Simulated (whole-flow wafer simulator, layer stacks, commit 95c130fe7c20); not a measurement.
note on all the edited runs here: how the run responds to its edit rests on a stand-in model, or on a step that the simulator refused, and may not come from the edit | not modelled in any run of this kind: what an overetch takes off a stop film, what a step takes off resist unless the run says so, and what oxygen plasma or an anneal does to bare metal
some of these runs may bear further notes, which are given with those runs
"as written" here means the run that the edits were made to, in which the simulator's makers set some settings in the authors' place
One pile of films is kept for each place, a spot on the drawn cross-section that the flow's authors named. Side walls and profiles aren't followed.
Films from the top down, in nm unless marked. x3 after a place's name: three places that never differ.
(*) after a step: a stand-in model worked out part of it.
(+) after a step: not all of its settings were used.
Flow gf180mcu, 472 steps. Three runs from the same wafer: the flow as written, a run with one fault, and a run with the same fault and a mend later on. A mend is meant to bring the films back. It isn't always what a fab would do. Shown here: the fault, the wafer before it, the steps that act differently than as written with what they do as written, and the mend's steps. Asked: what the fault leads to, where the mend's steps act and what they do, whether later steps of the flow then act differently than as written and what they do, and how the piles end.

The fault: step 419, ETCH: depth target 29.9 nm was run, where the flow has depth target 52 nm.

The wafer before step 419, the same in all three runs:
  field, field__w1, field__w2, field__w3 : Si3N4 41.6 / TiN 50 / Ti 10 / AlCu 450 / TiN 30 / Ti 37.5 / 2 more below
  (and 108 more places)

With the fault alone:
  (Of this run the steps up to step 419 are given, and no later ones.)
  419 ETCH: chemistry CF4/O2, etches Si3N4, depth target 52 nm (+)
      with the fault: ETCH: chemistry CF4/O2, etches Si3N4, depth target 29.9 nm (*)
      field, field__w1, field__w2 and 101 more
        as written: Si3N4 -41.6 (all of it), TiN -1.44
        with the fault: Si3N4 -29.9
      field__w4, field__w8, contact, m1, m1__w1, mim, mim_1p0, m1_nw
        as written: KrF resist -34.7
        with the fault: KrF resist -19.9
  After step 419 the piles differ from the flow's by more than 2% or 0.5 nm, whichever is larger, at field, field__w1, field__w2 and 102 more.
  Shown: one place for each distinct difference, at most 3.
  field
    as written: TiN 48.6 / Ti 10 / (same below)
    with the fault: Si3N4 11.7 / TiN 50 / Ti 10 / (same below)
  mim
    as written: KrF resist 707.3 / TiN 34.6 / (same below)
    with the fault: KrF resist 722 / TiN 34.6 / (same below)

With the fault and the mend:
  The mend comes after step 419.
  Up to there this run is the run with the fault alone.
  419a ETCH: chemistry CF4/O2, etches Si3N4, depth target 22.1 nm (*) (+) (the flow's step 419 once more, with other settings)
      field, field__w1, field__w2 and 101 more
        Si3N4 -11.7 (all of it), TiN -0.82
      field__w4, field__w8, contact, m1, m1__w1, mim, mim_1p0, m1_nw
        KrF resist -11.7
  No later step of the flow acts differently than as written, at any place that is followed, by more than 2% or 0.5 nm, whichever is larger.
  At the end the piles are the same as the flow's at every place that both follow.
